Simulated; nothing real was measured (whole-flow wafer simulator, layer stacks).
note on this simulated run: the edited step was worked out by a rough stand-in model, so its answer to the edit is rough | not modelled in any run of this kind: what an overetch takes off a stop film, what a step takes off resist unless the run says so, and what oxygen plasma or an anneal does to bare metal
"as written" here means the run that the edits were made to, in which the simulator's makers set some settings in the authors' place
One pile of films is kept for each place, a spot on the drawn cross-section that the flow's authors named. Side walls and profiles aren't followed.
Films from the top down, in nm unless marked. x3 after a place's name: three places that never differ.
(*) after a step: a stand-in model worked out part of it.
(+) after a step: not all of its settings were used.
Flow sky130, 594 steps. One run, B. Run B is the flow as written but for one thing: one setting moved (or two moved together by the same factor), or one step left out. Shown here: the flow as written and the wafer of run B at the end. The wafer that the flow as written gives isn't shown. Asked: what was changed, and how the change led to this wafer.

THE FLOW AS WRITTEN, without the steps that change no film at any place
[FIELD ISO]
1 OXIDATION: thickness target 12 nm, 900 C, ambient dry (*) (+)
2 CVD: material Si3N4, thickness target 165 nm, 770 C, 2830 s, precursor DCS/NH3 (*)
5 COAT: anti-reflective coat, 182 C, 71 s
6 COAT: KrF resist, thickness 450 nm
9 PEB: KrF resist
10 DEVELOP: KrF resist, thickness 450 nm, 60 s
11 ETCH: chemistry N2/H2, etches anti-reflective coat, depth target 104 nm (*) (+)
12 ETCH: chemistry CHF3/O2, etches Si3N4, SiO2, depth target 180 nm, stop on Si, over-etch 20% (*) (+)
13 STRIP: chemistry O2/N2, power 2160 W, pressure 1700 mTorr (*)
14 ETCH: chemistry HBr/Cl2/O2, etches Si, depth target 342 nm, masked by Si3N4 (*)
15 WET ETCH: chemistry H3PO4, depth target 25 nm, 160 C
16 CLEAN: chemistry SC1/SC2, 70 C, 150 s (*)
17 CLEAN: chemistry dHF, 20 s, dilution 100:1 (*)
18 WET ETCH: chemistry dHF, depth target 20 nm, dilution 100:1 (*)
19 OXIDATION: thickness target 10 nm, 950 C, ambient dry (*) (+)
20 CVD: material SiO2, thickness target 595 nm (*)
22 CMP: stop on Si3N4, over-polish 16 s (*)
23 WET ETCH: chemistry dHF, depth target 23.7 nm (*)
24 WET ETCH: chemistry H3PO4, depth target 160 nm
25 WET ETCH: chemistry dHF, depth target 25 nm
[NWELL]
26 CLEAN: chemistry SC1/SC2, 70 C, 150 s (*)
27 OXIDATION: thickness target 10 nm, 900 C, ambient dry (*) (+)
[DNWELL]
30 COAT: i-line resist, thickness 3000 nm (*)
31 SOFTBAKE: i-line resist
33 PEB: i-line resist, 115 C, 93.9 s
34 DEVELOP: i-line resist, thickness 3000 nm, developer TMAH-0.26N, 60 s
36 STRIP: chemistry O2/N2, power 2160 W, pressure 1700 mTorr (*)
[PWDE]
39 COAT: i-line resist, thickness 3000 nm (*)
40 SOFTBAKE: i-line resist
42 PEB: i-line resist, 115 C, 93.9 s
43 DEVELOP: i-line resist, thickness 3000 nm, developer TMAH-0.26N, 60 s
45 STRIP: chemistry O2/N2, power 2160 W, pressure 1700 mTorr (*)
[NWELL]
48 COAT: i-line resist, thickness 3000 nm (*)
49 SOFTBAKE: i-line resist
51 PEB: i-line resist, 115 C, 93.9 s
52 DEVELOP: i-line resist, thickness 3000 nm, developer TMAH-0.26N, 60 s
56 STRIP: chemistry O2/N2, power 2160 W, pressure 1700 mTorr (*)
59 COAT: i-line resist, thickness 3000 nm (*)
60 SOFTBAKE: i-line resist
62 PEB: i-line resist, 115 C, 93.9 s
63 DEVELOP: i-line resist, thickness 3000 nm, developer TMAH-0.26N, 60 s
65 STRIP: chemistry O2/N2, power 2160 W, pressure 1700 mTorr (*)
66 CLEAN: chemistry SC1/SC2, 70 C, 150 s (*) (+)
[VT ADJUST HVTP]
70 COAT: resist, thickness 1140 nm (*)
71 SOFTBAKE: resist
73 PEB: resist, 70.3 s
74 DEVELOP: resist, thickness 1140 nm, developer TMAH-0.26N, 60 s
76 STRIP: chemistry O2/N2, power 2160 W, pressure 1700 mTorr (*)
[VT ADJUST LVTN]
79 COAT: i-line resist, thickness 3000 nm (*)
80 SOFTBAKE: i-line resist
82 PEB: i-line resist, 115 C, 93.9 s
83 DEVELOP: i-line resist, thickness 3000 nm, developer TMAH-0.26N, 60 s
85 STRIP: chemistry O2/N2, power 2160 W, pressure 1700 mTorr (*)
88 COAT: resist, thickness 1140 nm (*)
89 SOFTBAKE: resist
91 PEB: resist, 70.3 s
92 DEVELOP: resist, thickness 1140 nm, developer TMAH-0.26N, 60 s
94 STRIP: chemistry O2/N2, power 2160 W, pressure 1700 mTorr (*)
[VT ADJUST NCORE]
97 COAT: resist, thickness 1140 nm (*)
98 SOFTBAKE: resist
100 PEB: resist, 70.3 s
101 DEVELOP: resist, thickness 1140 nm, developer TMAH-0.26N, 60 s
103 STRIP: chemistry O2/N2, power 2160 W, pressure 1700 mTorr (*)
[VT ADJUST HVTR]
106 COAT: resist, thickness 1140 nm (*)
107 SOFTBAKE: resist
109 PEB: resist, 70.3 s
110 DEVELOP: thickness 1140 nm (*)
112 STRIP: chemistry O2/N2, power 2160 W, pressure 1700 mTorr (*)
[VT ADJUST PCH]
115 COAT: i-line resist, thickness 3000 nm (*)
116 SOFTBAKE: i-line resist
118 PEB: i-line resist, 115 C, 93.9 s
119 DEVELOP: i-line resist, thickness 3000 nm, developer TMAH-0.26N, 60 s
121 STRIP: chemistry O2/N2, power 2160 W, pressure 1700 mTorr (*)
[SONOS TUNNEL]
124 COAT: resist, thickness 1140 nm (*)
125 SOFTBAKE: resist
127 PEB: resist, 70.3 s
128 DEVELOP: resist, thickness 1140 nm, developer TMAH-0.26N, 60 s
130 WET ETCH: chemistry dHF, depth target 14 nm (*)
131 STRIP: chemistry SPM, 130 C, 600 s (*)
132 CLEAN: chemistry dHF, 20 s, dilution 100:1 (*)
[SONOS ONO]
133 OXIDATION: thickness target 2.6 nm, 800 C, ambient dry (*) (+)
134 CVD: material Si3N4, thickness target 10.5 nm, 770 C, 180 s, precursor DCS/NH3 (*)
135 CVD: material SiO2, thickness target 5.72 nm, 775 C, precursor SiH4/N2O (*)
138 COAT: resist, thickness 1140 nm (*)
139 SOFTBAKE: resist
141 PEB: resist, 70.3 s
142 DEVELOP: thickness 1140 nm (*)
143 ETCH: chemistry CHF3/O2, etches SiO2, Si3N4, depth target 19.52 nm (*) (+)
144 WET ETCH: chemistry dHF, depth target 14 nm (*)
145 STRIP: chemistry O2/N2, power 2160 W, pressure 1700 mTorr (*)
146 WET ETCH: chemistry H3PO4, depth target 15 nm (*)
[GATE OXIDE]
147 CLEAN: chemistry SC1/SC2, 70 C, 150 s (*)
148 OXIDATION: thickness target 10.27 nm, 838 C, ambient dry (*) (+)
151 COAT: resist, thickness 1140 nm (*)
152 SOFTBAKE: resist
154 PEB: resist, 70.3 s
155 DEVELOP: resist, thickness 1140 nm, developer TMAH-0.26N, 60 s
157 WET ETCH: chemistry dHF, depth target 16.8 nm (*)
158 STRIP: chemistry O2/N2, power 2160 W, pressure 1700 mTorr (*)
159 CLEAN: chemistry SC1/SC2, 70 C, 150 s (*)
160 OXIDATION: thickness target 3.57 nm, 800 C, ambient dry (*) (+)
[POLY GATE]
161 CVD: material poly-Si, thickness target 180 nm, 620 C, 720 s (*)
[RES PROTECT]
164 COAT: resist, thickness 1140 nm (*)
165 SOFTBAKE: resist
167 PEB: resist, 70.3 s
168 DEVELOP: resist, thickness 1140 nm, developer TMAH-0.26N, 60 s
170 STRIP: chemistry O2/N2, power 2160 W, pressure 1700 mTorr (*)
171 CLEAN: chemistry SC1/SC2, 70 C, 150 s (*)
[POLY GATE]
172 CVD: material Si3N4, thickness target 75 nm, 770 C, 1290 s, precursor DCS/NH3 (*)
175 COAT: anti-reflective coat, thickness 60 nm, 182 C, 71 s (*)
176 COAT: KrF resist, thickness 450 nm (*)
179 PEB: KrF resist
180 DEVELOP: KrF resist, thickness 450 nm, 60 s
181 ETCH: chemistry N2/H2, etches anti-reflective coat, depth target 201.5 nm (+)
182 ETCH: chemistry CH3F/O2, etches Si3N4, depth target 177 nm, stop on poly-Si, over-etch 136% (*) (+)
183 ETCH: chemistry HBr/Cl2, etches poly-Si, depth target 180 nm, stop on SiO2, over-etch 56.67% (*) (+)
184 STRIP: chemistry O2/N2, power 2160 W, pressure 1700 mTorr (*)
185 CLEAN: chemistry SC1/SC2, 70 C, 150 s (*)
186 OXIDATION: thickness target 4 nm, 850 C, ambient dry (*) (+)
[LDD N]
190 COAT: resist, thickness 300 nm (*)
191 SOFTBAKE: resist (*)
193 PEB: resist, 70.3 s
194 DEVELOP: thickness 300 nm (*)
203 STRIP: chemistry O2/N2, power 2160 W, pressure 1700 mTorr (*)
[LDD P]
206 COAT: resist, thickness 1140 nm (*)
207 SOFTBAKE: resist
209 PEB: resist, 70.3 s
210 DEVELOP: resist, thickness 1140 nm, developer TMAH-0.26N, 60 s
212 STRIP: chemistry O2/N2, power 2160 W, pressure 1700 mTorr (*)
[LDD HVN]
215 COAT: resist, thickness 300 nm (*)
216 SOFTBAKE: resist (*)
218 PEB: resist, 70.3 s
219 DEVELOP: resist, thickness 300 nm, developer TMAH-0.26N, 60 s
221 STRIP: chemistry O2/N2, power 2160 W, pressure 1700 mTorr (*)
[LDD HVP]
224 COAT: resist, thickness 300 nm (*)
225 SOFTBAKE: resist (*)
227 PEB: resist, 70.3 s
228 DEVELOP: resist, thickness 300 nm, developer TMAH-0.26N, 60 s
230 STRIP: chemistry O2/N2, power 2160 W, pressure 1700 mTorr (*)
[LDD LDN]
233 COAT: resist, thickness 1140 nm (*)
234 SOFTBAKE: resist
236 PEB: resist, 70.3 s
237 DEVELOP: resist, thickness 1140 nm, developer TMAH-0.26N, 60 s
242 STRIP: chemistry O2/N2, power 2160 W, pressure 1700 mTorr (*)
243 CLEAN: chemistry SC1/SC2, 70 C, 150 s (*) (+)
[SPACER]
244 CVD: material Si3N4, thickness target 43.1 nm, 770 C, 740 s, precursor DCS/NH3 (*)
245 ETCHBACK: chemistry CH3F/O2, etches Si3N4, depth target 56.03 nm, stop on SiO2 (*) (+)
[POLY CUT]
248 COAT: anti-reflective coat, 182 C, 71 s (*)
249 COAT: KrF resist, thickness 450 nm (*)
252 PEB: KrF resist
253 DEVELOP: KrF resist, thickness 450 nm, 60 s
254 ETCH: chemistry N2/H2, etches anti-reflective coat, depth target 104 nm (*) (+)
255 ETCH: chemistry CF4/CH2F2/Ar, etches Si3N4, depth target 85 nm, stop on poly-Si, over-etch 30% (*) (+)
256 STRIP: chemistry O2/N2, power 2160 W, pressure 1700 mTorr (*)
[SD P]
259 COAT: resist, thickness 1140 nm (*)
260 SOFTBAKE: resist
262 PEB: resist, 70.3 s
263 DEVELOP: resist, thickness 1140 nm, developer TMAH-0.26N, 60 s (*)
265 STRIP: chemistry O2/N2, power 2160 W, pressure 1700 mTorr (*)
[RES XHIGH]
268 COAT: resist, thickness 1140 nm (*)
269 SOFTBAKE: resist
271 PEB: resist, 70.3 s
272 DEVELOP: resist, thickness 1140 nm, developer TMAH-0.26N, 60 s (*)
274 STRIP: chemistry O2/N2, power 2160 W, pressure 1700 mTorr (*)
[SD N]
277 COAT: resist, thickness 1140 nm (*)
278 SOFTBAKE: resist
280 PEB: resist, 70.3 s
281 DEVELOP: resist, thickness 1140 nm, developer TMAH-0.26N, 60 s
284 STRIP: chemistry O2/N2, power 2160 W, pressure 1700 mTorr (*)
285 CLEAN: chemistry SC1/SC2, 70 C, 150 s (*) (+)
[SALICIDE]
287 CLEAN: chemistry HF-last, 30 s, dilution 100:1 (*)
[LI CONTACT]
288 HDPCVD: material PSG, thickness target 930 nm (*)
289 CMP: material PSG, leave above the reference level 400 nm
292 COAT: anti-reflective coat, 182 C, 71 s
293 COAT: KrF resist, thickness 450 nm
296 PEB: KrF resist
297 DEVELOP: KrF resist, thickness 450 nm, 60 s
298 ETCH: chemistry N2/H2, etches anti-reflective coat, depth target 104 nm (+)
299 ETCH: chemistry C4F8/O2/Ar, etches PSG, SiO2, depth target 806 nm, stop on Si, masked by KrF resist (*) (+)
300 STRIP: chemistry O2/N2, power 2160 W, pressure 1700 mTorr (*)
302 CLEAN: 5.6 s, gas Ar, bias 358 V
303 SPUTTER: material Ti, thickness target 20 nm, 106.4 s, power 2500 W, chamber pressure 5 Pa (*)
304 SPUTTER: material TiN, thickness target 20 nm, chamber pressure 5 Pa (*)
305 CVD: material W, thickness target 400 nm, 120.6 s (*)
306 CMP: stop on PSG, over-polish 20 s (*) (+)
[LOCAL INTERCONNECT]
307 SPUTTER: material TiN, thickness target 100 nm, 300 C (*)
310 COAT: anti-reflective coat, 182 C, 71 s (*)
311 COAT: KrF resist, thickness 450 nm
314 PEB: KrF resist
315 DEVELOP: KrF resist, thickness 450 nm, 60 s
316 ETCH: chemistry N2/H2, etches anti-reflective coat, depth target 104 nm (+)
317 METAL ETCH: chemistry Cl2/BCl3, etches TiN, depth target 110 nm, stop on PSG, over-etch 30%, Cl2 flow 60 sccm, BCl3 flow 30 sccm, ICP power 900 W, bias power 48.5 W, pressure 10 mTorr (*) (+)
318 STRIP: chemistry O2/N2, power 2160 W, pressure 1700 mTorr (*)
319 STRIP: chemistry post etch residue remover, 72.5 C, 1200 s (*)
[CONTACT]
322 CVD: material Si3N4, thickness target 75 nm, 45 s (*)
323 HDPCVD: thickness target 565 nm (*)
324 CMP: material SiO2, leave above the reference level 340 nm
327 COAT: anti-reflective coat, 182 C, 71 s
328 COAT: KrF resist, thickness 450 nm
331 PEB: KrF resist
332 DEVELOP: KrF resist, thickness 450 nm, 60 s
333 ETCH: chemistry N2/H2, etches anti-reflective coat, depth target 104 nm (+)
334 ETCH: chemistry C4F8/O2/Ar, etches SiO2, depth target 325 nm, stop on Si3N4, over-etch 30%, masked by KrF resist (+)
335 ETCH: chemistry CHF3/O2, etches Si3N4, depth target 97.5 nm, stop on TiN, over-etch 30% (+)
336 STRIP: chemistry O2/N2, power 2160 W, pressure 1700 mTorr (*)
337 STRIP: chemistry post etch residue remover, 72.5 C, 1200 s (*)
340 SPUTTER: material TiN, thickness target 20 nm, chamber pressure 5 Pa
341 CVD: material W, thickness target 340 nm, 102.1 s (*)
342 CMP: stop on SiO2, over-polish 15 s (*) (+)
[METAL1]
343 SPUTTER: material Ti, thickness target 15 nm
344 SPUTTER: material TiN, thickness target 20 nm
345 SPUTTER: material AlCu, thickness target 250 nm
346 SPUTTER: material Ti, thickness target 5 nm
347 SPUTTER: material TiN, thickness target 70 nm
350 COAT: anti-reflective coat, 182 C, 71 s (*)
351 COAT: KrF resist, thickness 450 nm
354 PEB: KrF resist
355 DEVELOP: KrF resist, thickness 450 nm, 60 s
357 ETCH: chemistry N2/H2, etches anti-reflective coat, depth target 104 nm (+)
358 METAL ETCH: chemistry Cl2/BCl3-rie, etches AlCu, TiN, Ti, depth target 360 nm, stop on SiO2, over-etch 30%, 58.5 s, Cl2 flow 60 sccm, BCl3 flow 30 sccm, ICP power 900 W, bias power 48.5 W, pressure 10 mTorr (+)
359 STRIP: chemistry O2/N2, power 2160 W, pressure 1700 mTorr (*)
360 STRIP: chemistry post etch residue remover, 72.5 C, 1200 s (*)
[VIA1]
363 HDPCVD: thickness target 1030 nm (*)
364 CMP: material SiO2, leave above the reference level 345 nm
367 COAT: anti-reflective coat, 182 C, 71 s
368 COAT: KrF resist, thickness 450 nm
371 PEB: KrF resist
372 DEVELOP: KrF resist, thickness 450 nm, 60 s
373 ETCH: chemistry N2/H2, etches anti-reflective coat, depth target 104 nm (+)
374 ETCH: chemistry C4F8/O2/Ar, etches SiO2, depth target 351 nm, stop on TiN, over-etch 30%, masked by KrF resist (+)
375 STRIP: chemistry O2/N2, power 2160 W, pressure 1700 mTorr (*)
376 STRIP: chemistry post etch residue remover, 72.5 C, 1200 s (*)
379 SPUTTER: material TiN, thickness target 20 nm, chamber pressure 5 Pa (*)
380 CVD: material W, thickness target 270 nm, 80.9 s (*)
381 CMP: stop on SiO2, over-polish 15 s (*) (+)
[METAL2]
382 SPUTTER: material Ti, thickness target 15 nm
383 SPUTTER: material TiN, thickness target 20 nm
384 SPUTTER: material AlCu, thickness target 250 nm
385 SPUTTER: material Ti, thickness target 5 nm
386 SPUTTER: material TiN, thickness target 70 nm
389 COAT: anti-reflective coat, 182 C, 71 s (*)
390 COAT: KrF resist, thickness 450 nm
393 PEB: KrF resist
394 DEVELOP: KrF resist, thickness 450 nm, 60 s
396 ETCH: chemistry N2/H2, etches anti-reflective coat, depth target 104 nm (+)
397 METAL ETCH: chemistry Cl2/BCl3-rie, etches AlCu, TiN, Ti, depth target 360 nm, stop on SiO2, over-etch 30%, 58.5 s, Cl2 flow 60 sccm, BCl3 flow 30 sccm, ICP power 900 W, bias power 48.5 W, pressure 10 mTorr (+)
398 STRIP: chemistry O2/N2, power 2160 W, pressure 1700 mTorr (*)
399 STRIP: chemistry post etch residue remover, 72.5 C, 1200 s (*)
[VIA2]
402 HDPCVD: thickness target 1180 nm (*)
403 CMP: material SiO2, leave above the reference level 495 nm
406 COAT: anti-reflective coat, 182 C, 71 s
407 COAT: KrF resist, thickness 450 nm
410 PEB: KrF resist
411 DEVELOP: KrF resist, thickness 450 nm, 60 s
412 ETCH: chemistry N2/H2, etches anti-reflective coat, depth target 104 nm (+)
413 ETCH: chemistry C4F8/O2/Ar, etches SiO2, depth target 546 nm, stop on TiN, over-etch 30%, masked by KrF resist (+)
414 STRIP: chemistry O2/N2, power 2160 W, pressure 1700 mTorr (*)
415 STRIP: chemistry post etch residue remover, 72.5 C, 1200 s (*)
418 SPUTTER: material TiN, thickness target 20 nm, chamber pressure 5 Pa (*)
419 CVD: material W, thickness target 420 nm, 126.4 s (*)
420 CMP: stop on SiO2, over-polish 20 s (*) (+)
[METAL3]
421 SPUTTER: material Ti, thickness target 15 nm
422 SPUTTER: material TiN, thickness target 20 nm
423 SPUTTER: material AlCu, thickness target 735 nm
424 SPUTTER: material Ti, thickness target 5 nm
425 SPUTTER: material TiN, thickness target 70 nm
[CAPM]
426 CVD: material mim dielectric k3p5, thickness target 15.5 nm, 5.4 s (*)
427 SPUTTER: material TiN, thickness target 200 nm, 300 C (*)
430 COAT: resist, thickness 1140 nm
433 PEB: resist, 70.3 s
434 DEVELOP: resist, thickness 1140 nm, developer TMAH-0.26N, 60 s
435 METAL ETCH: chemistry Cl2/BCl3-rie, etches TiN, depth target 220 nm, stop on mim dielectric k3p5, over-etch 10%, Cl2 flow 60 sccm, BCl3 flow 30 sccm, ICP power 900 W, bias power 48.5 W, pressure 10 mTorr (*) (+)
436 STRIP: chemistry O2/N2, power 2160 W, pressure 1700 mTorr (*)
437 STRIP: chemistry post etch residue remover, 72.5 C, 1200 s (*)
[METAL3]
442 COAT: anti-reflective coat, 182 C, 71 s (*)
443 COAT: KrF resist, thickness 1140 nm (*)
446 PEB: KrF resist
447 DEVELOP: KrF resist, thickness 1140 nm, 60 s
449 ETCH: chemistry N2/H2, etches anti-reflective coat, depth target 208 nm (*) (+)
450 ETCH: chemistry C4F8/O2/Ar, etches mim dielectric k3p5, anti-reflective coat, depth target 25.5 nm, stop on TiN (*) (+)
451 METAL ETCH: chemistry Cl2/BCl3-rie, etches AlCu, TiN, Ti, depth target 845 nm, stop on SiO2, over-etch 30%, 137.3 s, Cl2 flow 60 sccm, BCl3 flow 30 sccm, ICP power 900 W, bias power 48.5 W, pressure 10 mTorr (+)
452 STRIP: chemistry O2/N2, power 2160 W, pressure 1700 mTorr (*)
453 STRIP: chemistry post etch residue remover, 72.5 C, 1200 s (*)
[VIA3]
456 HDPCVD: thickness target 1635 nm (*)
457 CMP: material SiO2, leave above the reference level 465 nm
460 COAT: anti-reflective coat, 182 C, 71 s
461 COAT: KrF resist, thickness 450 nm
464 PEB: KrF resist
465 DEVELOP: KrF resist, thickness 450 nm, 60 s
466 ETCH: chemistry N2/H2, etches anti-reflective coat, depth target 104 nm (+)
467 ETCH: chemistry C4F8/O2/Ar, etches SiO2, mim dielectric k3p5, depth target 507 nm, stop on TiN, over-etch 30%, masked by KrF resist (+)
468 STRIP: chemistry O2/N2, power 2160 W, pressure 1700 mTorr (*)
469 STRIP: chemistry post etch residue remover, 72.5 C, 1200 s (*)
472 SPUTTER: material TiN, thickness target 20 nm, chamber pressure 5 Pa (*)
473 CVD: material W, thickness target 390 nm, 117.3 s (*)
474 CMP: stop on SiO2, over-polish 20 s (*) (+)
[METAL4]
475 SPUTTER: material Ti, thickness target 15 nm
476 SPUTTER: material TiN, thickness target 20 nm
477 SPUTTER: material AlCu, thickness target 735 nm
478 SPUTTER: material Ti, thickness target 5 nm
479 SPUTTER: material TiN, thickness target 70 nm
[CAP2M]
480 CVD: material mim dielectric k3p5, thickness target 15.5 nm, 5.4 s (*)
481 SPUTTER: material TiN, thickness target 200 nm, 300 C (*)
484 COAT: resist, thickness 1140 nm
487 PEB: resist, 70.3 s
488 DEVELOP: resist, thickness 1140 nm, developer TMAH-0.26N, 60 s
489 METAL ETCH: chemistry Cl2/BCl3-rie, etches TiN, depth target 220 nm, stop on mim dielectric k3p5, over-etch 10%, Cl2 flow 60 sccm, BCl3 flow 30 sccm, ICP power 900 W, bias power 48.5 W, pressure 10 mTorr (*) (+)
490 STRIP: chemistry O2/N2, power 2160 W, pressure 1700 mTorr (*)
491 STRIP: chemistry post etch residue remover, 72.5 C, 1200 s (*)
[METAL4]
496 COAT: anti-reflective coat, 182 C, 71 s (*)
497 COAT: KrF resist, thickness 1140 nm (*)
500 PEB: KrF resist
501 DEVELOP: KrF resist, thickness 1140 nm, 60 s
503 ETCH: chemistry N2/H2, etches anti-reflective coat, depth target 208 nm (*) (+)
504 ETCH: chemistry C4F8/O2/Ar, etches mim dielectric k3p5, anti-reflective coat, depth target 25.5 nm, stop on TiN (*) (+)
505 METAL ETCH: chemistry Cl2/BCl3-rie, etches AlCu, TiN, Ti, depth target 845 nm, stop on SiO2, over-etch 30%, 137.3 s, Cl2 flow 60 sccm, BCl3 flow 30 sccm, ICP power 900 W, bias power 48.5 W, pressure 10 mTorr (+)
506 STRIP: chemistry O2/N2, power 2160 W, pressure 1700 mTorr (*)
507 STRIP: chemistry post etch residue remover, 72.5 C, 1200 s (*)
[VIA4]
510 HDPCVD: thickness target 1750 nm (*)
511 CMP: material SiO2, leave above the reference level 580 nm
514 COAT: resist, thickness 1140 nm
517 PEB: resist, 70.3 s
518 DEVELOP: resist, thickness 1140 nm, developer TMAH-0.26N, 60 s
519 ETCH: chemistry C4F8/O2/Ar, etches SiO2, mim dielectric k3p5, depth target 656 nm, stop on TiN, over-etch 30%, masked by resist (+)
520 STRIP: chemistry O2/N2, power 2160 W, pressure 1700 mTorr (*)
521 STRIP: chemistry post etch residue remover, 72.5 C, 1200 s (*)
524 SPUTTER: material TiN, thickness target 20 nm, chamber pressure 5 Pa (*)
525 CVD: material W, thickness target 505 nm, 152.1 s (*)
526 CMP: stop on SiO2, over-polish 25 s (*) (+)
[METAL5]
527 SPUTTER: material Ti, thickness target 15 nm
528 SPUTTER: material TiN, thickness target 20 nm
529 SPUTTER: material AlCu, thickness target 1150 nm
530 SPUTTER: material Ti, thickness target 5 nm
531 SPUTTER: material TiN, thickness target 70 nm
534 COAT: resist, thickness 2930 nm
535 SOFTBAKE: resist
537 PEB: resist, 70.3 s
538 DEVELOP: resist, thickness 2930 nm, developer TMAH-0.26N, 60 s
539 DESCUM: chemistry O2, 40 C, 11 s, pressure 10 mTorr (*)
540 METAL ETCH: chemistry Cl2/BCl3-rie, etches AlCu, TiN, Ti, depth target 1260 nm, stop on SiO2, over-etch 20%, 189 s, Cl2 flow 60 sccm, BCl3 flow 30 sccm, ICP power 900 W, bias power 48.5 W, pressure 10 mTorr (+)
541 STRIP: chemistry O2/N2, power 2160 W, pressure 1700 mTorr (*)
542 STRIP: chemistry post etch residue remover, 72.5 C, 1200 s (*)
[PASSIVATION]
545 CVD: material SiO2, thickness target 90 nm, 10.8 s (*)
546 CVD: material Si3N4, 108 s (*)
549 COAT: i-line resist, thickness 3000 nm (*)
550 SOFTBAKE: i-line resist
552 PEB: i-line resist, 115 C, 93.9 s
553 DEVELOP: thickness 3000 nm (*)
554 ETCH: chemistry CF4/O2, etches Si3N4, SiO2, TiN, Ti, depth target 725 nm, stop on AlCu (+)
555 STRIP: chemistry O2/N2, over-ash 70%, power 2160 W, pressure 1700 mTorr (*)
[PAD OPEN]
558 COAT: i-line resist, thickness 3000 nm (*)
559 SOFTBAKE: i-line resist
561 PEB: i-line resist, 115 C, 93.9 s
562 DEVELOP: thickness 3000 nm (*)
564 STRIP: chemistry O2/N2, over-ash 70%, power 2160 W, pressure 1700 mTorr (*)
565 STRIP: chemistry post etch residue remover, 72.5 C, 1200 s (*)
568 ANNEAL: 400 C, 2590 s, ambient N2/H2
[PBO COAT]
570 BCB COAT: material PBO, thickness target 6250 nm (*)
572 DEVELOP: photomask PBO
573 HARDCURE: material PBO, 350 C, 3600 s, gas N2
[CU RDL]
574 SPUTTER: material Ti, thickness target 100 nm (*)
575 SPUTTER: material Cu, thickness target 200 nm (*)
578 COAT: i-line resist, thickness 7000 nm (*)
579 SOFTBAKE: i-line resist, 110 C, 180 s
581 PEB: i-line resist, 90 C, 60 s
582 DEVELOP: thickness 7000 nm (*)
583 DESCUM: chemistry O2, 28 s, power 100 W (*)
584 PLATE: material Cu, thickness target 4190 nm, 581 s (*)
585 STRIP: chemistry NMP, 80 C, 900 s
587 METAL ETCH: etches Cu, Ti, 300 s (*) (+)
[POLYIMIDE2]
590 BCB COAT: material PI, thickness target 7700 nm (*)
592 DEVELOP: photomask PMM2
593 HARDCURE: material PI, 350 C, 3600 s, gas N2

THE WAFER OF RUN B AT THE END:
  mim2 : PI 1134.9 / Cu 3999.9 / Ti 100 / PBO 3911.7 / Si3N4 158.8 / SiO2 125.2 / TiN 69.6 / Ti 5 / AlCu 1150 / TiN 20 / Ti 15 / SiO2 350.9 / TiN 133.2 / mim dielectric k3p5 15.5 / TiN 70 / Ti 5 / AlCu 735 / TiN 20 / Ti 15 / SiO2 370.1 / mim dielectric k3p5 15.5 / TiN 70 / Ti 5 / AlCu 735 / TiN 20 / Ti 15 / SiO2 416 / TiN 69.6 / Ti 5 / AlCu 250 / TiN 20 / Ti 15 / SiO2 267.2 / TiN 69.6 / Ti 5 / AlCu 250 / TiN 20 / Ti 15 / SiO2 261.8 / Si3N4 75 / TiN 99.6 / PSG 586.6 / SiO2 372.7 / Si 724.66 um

The cause: step 481, SPUTTER: thickness target 134 nm was run, where the flow has thickness target 200 nm.

How the change led to this, step by step:
  481 SPUTTER: material TiN, thickness target 200 nm, 300 C (*)
      field, active, n_well and 189 more: TiN +134 (new film) (as written it would be: TiN +200 (new film))
  489 METAL ETCH: chemistry Cl2/BCl3-rie, etches TiN, depth target 220 nm, stop on mim dielectric k3p5, over-etch 10%, Cl2 flow 60 sccm, BCl3 flow 30 sccm, ICP power 900 W, bias power 48.5 W, pressure 10 mTorr (*) (+)
      field, active, n_well and 188 more: TiN -134 (all of it) (as written it would be: TiN -200 (all of it))
      mim2: resist -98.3 (as written it would be: resist -146.7)
  490 STRIP: chemistry O2/N2, power 2160 W, pressure 1700 mTorr (*)
      mim2: resist -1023 (all of it) (as written it would be: resist -974.6 (all of it))
  496 COAT: anti-reflective coat, 182 C, 71 s (*)
      iso_guard__w2: anti-reflective coat +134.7 (new film) (as written it would be: anti-reflective coat +177.8 (new film))
      mim2: anti-reflective coat +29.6 (new film) (as written it would be: anti-reflective coat +40.3 (new film))
  497 COAT: KrF resist, thickness 1140 nm (*)
      iso_guard__w2: KrF resist +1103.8 (new film) (as written it would be: KrF resist +1074.8 (new film))
      mim2: KrF resist +1078.2 (new film) (as written it would be: KrF resist +1018.9 (new film))
  506 STRIP: chemistry O2/N2, power 2160 W, pressure 1700 mTorr (*)
      iso_guard__w2: KrF resist -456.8 (all of it), anti-reflective coat -134.7 (all of it) (as written it would be: KrF resist -427.9 (all of it), anti-reflective coat -177.8 (all of it))
      mim2: KrF resist -431.2 (all of it), anti-reflective coat -29.6 (all of it) (as written it would be: KrF resist -372.1 (all of it), anti-reflective coat -40.3 (all of it))
  511 CMP: material SiO2, leave above the reference level 580 nm
      mim2: SiO2 -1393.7 (as written it would be: SiO2 -1459.7)
